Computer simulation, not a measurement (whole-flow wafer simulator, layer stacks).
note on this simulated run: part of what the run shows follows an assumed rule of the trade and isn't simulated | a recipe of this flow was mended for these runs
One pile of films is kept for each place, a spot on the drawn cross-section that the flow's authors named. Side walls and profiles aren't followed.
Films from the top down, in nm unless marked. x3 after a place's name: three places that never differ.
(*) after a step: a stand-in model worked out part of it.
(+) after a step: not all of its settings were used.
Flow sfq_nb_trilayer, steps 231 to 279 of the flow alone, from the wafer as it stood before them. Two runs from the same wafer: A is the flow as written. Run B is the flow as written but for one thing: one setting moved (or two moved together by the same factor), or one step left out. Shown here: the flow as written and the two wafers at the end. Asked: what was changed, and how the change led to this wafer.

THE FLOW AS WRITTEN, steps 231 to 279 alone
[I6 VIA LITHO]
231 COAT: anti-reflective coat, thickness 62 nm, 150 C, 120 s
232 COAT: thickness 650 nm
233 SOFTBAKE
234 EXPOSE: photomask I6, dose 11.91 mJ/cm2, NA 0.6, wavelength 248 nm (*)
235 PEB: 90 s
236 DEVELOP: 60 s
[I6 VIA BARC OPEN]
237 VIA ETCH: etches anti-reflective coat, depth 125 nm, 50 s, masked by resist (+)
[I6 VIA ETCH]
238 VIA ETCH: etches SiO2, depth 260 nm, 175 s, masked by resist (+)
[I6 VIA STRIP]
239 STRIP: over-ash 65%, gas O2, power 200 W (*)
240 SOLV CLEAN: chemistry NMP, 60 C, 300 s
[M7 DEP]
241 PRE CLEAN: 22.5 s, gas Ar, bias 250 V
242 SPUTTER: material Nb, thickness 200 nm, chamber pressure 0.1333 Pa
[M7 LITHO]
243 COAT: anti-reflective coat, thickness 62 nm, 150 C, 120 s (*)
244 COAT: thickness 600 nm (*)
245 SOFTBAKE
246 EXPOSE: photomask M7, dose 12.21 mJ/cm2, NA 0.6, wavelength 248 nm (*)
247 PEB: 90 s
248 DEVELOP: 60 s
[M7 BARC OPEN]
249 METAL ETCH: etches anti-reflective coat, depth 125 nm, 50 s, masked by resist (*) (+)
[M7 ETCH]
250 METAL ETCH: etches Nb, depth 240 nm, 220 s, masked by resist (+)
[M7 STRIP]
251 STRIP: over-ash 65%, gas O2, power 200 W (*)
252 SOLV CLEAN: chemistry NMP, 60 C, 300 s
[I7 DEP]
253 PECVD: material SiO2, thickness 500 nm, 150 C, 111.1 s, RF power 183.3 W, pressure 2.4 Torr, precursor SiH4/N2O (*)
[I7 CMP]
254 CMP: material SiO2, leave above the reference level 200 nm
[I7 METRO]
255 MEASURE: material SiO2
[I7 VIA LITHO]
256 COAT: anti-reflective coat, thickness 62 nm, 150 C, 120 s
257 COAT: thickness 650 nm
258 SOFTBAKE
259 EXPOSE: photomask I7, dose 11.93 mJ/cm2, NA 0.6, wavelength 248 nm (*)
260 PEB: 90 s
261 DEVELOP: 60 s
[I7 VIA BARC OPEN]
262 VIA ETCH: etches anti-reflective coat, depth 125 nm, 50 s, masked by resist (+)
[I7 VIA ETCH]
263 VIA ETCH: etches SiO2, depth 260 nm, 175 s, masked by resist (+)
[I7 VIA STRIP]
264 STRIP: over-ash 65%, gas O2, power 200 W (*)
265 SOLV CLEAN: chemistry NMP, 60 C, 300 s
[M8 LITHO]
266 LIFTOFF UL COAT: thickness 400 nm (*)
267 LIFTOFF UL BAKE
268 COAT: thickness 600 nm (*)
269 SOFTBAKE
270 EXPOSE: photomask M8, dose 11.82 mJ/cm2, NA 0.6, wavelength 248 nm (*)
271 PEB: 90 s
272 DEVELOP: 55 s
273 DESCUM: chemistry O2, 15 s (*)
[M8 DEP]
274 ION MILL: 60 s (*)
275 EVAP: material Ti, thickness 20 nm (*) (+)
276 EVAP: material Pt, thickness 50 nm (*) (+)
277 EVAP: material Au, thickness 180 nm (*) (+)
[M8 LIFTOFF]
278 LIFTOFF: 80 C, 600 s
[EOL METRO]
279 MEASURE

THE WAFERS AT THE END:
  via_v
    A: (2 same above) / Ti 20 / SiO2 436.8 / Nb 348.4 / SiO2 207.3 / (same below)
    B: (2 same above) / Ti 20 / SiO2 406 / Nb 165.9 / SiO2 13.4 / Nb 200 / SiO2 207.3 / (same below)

The cause: step 234, EXPOSE: dose 4.988 mJ/cm2 was run, where the flow has dose 11.91 mJ/cm2.

How the change led to this, step by step:
  236 DEVELOP: 60 s
      via_v: A KrF-resist-other-grade -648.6 (all of it) | B KrF-resist-other-grade -598.6
  237 VIA ETCH: etches anti-reflective coat, depth 125 nm, 50 s, masked by resist (+)
      via_v: A anti-reflective coat -62 (all of it), SiO2 -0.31 | B KrF-resist-other-grade -50 (all of it), anti-reflective coat -35
  238 VIA ETCH: etches SiO2, depth 260 nm, 175 s, masked by resist (+)
      via_v: A SiO2 -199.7 (all of it), Nb -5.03 | B anti-reflective coat -27 (all of it), SiO2 -179.1
  241 PRE CLEAN: 22.5 s, gas Ar, bias 250 V
      via_v: A Nb -6.45 | B SiO2 -7.5
  242 SPUTTER: material Nb, thickness 200 nm, chamber pressure 0.1333 Pa
      via_v: A Nb +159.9 | B Nb +165.9 (new film)
  243 COAT: anti-reflective coat, thickness 62 nm, 150 C, 120 s (*)
      via_wr: A anti-reflective coat +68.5 (new film) | B anti-reflective coat +66.3 (new film)
      via_sp: A anti-reflective coat +41.7 (new film) | B anti-reflective coat +38.9 (new film)
      (and at 3 more places)
  244 COAT: thickness 600 nm (*)
      via_v: A KrF-resist-other-grade +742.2 (new film) | B KrF-resist-other-grade +725.5 (new film)
  251 STRIP: over-ash 65%, gas O2, power 200 W (*)
      via_wr: A KrF-resist-other-grade -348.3 (all of it), anti-reflective coat -68.5 (all of it) | B KrF-resist-other-grade -350.4 (all of it), anti-reflective coat -66.3 (all of it)
      via_sp: A KrF-resist-other-grade -364.2 (all of it), anti-reflective coat -41.7 (all of it) | B KrF-resist-other-grade -367.3 (all of it), anti-reflective coat -38.9 (all of it)
      (and at 3 more places)
  253 PECVD: material SiO2, thickness 500 nm, 150 C, 111.1 s, RF power 183.3 W, pressure 2.4 Torr, precursor SiH4/N2O (*)
      via_v: A SiO2 +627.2 (new film) | B SiO2 +570.3 (new film)
  254 CMP: material SiO2, leave above the reference level 200 nm
      via_v: A SiO2 -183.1 | B SiO2 -157.1
Counting metal films that touch as one body, via_v has 7 bodies (between them, from the top down: SiO2 406; SiO2 13.4; SiO2 207.3 / Al2O3 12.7 / Nb2O5 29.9; SiO2 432; SiO2 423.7; SiO2 192.5); the flow as written gives 6 bodies (between them, from the top down: SiO2 436.8; SiO2 207.3 / Al2O3 12.7 / Nb2O5 29.9; SiO2 432; SiO2 423.7; SiO2 192.5).
